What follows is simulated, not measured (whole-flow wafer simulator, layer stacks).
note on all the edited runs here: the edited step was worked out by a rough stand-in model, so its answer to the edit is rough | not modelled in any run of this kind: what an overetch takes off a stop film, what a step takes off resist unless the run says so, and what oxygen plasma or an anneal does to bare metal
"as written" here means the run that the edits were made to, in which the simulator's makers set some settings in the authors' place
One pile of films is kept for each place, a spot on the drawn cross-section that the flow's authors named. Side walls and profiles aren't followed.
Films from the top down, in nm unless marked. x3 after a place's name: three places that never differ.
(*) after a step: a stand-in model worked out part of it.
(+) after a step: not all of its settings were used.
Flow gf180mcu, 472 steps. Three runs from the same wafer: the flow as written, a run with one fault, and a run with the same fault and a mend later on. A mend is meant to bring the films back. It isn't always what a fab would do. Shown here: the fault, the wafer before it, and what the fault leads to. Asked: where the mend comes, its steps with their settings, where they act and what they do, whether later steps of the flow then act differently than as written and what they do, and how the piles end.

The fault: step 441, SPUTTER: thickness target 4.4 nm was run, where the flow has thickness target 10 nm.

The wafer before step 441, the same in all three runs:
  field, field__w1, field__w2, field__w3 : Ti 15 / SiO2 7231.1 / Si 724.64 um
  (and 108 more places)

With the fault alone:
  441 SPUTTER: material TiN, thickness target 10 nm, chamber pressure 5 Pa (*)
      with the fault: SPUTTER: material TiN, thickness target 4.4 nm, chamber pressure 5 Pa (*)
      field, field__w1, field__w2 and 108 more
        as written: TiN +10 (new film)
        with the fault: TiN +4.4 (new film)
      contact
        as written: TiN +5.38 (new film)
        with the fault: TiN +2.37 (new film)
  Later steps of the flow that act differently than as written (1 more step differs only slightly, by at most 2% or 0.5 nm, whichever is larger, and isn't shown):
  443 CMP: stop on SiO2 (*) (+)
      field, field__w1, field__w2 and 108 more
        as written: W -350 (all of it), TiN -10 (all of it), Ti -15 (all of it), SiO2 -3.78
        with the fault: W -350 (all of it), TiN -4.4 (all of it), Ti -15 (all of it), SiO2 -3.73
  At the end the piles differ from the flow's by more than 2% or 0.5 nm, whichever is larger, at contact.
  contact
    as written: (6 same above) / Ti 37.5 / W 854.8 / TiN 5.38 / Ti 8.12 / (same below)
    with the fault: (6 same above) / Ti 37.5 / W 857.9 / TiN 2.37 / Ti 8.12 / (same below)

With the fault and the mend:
  The mend comes after step 441.
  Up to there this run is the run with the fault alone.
  441a SPUTTER: material TiN, thickness target 5.6 nm, chamber pressure 5 Pa (*) (the flow's step 441 once more, with other settings)
      field, field__w1, field__w2 and 108 more
        TiN +5.6
      contact
        TiN +3.01
  No later step of the flow acts differently than as written at any place that is followed.
  At the end the piles are the same as the flow's at every place that both follow.
